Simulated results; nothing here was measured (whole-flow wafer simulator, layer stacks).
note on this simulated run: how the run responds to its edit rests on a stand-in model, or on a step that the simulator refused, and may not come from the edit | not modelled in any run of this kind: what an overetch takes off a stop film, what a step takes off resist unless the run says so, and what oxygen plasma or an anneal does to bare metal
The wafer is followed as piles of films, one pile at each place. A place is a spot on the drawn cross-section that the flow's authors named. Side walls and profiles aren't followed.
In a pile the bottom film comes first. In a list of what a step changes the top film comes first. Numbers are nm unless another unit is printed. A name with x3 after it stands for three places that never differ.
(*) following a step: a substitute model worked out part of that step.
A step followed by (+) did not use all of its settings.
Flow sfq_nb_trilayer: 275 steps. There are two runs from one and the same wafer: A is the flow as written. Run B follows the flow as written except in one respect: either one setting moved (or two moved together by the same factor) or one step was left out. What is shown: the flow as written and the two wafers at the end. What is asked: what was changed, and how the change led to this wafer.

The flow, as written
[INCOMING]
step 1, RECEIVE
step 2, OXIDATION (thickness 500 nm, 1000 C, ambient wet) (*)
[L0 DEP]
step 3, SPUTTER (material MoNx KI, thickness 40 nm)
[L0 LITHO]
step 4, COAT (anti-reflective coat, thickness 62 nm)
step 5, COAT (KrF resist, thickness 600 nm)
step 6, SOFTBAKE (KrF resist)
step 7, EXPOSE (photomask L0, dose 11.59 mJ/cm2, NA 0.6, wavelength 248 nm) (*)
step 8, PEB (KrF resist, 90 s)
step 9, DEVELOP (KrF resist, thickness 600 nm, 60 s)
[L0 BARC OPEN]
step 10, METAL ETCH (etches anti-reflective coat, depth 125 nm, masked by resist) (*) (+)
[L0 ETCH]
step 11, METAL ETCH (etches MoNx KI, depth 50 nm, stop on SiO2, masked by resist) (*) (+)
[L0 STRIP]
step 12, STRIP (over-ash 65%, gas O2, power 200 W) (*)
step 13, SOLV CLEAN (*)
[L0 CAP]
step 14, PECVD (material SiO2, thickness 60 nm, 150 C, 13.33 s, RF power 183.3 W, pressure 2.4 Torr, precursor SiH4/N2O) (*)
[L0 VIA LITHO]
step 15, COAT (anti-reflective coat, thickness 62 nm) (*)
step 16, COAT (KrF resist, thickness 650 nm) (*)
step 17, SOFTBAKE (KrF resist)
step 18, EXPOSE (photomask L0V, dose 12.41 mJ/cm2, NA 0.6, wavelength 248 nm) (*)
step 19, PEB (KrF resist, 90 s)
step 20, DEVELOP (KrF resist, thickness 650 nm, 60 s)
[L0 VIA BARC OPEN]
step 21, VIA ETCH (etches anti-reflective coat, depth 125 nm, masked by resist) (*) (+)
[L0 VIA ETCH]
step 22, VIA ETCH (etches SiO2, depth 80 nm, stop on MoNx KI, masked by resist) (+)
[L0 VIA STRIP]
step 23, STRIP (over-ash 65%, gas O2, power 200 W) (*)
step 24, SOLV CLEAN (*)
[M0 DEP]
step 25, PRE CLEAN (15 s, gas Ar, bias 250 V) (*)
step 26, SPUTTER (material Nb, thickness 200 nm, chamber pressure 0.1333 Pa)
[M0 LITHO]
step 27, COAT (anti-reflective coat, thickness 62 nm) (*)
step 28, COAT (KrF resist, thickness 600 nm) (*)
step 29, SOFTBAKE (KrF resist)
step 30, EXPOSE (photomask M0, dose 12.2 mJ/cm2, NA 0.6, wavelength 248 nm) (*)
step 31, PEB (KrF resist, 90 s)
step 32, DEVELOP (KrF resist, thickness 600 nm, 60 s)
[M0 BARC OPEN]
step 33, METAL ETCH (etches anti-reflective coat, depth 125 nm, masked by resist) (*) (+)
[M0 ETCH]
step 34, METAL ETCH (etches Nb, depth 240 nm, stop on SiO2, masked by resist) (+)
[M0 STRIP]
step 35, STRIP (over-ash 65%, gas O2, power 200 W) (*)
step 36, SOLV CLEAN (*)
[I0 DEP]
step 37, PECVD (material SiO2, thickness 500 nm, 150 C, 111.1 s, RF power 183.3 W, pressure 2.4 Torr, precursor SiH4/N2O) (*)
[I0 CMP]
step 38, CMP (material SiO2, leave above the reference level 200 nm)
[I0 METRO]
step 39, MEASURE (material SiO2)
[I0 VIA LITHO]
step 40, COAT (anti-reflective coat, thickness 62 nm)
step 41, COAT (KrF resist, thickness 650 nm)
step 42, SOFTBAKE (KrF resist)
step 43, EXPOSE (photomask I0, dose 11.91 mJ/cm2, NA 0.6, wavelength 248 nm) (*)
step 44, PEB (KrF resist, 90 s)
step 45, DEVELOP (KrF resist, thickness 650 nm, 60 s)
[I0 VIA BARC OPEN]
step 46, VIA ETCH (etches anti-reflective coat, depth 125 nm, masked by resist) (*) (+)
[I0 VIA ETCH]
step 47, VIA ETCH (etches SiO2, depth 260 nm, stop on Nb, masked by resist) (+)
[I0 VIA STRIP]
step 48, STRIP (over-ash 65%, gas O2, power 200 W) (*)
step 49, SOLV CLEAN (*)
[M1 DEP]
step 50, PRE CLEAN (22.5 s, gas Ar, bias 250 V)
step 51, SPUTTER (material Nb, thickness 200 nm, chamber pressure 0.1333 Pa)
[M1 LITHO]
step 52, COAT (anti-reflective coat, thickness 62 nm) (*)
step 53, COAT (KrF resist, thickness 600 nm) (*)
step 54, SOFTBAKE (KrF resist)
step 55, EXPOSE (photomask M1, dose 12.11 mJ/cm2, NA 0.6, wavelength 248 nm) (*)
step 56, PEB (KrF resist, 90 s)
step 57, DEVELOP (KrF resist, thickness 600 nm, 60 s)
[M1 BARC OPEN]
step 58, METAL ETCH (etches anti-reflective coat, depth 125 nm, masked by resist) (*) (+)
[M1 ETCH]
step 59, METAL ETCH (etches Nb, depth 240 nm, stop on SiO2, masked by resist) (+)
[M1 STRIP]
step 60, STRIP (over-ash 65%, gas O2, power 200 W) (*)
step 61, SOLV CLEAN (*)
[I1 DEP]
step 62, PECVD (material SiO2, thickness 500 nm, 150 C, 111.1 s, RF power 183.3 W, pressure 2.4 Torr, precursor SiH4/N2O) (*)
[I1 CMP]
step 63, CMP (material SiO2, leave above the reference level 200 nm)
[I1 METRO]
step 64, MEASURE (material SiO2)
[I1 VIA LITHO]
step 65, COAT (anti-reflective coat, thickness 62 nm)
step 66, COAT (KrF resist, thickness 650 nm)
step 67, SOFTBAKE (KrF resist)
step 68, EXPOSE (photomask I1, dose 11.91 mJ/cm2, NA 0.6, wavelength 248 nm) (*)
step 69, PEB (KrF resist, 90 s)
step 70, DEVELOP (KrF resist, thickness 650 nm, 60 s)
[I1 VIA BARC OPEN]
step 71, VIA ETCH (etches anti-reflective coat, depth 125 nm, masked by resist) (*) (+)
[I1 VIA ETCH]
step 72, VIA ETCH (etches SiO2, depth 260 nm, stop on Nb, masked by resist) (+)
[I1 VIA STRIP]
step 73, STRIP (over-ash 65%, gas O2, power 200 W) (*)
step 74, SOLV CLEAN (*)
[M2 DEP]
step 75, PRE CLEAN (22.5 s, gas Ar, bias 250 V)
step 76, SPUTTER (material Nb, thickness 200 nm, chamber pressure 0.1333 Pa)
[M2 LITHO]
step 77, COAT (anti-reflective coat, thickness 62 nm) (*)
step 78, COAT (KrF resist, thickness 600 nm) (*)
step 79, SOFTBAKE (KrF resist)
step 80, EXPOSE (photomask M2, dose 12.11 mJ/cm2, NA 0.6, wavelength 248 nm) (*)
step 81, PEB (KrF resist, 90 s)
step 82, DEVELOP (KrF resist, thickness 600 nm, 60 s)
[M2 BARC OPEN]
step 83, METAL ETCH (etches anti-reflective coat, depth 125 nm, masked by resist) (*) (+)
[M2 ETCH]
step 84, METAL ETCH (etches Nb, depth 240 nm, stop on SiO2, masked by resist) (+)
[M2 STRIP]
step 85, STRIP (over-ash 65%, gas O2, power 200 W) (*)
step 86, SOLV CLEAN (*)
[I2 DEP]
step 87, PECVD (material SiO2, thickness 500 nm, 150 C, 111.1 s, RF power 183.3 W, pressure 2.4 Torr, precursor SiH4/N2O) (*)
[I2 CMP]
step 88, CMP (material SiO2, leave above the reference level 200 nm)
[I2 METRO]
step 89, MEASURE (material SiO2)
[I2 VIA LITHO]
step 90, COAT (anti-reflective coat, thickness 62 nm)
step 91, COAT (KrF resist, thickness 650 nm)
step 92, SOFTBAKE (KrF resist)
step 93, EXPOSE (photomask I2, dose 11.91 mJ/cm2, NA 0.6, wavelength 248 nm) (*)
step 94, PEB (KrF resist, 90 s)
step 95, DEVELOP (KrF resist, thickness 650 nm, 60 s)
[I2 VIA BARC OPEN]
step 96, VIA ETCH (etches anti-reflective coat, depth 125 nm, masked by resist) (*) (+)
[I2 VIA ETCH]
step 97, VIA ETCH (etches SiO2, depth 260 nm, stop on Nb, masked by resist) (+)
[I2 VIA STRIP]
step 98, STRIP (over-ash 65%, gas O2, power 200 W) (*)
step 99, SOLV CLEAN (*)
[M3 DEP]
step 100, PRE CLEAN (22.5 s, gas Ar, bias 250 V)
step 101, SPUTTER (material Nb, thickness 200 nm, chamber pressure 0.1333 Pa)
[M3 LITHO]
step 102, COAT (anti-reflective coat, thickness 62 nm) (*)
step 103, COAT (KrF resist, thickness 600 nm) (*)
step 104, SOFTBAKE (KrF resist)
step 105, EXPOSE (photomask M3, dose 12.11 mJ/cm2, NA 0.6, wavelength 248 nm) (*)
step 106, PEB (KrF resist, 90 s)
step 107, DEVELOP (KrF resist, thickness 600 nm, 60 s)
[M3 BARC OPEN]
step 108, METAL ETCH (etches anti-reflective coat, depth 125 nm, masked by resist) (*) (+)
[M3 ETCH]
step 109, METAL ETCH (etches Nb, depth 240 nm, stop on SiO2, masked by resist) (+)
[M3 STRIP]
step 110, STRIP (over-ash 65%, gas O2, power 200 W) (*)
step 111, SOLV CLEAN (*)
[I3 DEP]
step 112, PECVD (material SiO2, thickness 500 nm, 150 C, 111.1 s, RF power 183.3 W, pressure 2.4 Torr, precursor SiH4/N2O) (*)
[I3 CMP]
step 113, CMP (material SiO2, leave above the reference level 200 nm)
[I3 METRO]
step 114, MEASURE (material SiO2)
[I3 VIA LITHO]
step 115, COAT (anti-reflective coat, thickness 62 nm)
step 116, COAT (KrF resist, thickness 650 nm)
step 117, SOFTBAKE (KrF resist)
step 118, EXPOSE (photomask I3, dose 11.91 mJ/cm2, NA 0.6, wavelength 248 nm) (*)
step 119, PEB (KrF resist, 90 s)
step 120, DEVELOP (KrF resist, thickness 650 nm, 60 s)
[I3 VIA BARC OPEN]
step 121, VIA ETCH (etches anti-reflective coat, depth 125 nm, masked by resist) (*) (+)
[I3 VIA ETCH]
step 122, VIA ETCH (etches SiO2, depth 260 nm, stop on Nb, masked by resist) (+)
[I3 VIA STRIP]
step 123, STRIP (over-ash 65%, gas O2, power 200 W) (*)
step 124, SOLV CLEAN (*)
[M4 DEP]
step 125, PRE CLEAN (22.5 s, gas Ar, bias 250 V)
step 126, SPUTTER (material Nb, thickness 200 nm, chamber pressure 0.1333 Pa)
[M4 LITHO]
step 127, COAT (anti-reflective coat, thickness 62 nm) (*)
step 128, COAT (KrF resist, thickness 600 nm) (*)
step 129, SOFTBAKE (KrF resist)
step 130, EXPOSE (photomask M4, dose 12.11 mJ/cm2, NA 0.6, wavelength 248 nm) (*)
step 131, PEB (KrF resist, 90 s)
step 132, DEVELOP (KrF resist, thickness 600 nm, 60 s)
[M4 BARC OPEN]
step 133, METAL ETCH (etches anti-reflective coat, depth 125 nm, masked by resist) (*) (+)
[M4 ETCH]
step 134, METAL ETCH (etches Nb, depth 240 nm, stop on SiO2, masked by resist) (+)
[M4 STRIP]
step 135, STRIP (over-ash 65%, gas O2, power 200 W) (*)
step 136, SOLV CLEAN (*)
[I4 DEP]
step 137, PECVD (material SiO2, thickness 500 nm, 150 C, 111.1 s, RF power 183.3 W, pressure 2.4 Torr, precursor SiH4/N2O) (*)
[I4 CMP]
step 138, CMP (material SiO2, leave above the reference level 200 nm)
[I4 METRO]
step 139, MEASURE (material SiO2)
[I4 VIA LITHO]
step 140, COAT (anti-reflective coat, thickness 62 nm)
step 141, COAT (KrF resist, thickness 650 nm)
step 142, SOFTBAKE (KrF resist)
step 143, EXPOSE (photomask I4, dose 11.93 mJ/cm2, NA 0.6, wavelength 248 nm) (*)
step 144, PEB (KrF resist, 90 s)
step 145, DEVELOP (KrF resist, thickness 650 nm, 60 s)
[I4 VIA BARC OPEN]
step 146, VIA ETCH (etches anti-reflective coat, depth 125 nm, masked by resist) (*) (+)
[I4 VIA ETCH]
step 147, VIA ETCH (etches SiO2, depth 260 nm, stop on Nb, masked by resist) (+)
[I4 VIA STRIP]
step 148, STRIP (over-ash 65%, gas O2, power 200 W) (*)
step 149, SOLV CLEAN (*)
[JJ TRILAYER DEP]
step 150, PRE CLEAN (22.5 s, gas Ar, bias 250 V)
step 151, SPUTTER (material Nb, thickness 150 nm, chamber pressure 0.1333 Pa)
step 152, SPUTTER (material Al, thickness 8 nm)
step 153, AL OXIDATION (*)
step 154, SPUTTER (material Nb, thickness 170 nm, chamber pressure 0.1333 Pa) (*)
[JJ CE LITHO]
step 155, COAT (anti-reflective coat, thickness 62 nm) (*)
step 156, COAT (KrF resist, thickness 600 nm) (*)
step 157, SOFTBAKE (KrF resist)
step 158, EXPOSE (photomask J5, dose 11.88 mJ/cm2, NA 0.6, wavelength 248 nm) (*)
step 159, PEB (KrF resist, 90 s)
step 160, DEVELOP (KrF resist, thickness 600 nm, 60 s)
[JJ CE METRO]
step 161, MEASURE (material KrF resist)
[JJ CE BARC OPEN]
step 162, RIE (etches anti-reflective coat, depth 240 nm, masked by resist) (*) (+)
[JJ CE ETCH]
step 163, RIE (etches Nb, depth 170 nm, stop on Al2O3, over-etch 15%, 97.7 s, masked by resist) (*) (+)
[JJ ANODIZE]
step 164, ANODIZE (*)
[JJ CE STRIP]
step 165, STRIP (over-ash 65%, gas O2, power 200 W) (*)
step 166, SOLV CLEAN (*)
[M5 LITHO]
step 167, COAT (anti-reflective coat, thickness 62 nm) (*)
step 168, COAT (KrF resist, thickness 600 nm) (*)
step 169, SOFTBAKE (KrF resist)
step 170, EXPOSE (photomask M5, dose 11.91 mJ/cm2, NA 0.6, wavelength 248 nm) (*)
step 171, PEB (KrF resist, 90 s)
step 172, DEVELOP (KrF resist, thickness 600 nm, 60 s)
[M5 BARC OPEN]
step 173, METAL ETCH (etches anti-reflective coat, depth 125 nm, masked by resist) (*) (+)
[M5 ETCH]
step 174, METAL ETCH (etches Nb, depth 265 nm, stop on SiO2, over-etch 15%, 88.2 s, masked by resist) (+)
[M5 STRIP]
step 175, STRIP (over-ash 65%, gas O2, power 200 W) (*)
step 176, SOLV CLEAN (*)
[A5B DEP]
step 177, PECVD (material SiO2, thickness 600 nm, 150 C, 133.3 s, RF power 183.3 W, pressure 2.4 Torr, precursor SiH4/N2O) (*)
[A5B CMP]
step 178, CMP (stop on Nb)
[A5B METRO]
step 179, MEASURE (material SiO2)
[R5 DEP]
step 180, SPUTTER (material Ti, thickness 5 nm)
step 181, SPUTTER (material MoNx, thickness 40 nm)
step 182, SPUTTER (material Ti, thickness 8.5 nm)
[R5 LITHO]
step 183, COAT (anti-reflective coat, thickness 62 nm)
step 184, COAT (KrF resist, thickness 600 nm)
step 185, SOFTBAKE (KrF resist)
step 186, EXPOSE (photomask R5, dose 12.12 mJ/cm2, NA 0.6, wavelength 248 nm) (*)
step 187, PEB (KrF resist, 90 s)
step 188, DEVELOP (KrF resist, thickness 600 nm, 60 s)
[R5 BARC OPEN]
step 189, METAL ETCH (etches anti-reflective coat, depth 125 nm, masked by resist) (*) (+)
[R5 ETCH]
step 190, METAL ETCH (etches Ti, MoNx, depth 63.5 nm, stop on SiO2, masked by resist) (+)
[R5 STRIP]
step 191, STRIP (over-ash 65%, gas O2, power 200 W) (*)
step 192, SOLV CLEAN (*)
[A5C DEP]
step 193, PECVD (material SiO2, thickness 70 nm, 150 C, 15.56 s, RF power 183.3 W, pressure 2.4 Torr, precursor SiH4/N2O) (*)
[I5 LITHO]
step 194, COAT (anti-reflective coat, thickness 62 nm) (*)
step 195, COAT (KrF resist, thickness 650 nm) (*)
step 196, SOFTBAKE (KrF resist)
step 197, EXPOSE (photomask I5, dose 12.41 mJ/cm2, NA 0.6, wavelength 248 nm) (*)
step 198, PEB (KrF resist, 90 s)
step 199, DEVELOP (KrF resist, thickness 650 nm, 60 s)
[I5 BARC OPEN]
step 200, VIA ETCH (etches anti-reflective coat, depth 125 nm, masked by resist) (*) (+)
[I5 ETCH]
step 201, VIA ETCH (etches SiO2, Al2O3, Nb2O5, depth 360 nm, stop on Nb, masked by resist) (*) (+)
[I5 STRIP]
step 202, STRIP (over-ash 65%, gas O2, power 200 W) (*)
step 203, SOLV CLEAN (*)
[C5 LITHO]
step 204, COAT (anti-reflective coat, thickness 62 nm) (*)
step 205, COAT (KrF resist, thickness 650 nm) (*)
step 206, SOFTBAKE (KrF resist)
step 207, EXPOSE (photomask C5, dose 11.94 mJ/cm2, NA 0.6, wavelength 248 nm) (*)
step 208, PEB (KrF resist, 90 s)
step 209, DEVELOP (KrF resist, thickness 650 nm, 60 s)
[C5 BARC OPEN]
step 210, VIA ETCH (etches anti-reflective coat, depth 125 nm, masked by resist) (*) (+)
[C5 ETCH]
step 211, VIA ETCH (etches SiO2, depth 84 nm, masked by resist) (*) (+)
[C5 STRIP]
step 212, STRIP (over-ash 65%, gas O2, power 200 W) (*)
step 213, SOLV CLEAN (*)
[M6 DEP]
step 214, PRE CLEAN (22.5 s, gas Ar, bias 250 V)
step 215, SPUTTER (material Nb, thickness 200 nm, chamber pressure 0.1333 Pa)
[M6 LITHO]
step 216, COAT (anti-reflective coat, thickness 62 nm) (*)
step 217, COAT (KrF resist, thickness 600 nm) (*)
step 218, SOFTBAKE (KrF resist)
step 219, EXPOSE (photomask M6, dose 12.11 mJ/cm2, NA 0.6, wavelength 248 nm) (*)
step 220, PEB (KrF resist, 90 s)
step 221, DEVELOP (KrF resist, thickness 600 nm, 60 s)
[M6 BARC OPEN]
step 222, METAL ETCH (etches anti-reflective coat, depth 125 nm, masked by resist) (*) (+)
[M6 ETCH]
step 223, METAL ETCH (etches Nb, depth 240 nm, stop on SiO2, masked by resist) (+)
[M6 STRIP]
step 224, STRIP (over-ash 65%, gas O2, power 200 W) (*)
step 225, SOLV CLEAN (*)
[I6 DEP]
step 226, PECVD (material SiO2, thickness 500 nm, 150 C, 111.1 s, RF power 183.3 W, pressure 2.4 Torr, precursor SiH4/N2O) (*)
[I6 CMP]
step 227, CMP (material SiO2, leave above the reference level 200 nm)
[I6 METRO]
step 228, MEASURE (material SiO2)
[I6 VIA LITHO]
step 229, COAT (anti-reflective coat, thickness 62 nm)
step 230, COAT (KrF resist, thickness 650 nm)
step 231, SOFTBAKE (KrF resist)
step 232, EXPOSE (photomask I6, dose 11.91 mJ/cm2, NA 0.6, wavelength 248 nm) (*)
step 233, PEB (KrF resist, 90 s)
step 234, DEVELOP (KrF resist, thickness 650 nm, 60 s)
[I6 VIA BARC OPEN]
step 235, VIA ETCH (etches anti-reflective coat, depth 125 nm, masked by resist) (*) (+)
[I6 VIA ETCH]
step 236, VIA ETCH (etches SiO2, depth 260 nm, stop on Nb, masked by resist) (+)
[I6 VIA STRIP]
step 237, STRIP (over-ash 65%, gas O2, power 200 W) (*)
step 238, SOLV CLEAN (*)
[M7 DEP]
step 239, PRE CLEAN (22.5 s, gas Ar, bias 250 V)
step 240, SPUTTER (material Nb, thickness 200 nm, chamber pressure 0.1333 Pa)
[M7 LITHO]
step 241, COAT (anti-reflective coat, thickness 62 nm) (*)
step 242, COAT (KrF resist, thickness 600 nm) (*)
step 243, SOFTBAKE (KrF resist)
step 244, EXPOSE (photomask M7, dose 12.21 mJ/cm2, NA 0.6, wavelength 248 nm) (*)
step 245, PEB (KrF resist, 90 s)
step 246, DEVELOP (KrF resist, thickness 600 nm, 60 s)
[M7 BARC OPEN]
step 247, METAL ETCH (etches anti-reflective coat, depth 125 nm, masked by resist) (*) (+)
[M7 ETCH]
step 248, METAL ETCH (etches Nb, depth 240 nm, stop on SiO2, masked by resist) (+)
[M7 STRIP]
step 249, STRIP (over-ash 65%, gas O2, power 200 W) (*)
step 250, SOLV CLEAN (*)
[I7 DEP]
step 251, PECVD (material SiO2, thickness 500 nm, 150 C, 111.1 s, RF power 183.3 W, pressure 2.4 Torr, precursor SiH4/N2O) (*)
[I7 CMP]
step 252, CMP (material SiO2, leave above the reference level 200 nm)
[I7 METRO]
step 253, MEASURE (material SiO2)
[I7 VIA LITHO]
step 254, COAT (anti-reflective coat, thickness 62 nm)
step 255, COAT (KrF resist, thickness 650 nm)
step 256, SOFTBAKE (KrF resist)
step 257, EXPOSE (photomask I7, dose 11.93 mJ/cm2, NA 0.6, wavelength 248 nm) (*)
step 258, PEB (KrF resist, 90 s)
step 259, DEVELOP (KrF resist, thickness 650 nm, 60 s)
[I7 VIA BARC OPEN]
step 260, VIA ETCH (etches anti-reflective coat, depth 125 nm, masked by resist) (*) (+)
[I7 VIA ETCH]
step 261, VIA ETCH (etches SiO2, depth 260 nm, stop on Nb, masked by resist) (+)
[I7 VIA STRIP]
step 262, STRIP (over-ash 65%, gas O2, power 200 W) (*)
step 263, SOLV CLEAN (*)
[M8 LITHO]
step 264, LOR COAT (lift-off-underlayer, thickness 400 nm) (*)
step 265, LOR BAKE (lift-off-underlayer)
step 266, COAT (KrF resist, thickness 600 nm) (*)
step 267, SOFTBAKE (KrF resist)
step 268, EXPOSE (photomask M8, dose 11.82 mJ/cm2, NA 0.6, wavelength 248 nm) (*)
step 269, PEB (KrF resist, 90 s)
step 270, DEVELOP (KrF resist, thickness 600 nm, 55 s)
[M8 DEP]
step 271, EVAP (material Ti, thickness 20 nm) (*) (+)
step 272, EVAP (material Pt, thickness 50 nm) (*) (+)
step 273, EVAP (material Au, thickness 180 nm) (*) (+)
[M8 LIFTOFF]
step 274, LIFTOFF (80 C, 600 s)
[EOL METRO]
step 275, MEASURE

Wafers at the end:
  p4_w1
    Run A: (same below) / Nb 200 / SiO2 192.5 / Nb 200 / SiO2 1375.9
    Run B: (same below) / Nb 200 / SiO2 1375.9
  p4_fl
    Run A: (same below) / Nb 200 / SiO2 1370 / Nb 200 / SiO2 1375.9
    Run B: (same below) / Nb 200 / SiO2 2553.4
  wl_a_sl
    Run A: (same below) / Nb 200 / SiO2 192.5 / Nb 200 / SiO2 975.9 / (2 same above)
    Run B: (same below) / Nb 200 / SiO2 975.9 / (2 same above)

The reason: step 126, SPUTTER: material Nb, thickness 200 nm, chamber pressure 0.1333 Pa, was skipped.

How this came from the change, step by step:
  step 127, COAT (anti-reflective coat, thickness 62 nm) (*)
      via_v: A anti-reflective coat gains 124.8 (new film) | B anti-reflective coat gains 112.6 (new film)
      wire: A anti-reflective coat gains 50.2 (new film) | B anti-reflective coat gains 49.1 (new film)
  step 128, COAT (KrF resist, thickness 600 nm) (*)
      via_v: A KrF resist gains 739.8 (new film) | B KrF resist gains 720.6 (new film)
  step 134, METAL ETCH (etches Nb, depth 240 nm, stop on SiO2, masked by resist) (+)
      field_l, be, be_sur and 64 more: A Nb loses 200 (all of it) | B nothing
  step 135, STRIP (over-ash 65%, gas O2, power 200 W) (*)
      via_v: A KrF resist loses 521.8 (all of it), anti-reflective coat loses 124.8 (all of it) | B KrF resist loses 502.7 (all of it), anti-reflective coat loses 112.6 (all of it)
      wire: A KrF resist loses 374.5 (all of it), anti-reflective coat loses 50.2 (all of it) | B KrF resist loses 377.2 (all of it), anti-reflective coat loses 49.1 (all of it)
  step 137, PECVD (material SiO2, thickness 500 nm, 150 C, 111.1 s, RF power 183.3 W, pressure 2.4 Torr, precursor SiH4/N2O) (*)
      v_sur, via_wl, via_w and 35 more: A SiO2 gains 500 (new film) | B SiO2 gains 500
      p3_s0, p3_s1, p3_s2, p3_s3, p3_s4, p3_s5: A SiO2 gains 557.1 | B SiO2 gains 500
      (also at 1 further place)
  step 138, CMP (material SiO2, leave above the reference level 200 nm)
      field_l, be, be_sur and 55 more: A SiO2 loses 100 | B SiO2 loses 492.3
      v_sur, via_wl, via_w and 35 more: A SiO2 loses 300 | B SiO2 loses 492.5
      (also at 10 further places)
  step 147, VIA ETCH (etches SiO2, depth 260 nm, stop on Nb, masked by resist) (+)
      via_w: A SiO2 loses 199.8 (all of it) | B SiO2 loses 260
  step 150, PRE CLEAN (22.5 s, gas Ar, bias 250 V)
      via_w: A Nb loses 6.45 | B SiO2 loses 7.5
  step 151, SPUTTER (material Nb, thickness 150 nm, chamber pressure 0.1333 Pa)
      via_w: A Nb gains 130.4 | B Nb gains 123.1 (new film)
  step 154, SPUTTER (material Nb, thickness 170 nm, chamber pressure 0.1333 Pa) (*)
      via_w: A Nb gains 141 (new film) | B Nb gains 130.2 (new film)
  step 155, COAT (anti-reflective coat, thickness 62 nm) (*)
      via_wl, via_wr: A anti-reflective coat gains 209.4 (new film) | B anti-reflective coat gains 141 (new film)
      v_sur: A anti-reflective coat gains 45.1 (new film) | B anti-reflective coat gains 43.5 (new film)
      (also at 2 further places)
  step 156, COAT (KrF resist, thickness 600 nm) (*)
      via_wl: A KrF resist gains 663 (new film) | B KrF resist gains 716.9 (new film)
      via_w: A KrF resist gains 763.8 (new film) | B KrF resist gains 820.2 (new film)
      (also at 1 further place)
  step 160, DEVELOP (KrF resist, thickness 600 nm, 60 s)
      via_wl: A KrF resist loses 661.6 (all of it) | B KrF resist loses 715.4 (all of it)
      via_w: A KrF resist loses 762.1 (all of it) | B KrF resist loses 818.4 (all of it)
      (also at 1 further place)
  step 162, RIE (etches anti-reflective coat, depth 240 nm, masked by resist) (*) (+)
      ce_l, c5j, ce_r, wl_jj: A KrF resist loses 209.4 | B KrF resist loses 141
      via_wl, via_wr: A anti-reflective coat loses 209.4 (all of it) | B anti-reflective coat loses 141 (all of it)
      (also at 3 further places)
  step 163, RIE (etches Nb, depth 170 nm, stop on Al2O3, over-etch 15%, 97.7 s, masked by resist) (*) (+)
      via_w: A Nb loses 141 (all of it), Al2O3 loses 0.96 (all of it) | B Nb loses 130.2 (all of it), Al2O3 loses 0.96 (all of it)
  step 164, ANODIZE (*)
      via_w: A Al2O3 gains 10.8 (new film), Nb2O5 gains 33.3 (new film), Al loses 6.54 (all of it), Nb loses 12 | B Al2O3 gains 10.1 (new film), Nb2O5 gains 34.6 (new film), Al loses 6.1 (all of it), Nb loses 12.5
  ... 5 further steps ...
  step 178, CMP (stop on Nb)
      via_w: A SiO2 loses 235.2 | B SiO2 loses 227.9
Taking metal films that touch as one body, p4_w1 has 2 bodies (between them, from the top down: SiO2 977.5); the flow as written gives 3 bodies (between them, from the top down: SiO2 192.5; SiO2 977.5).
Taking metal films that touch as one body, p4_fl has 1 body; the flow as written gives 2 bodies (between them, from the top down: SiO2 1370).
Taking metal films that touch as one body, wl_a_sl has 5 bodies (between them, from the top down: SiO2 975.9; SiO2 192.5; SiO2 192.5; SiO2 192.5); the flow as written gives 6 bodies (between them, from the top down: SiO2 975.9; SiO2 192.5; SiO2 192.5; SiO2 192.5; SiO2 192.5).
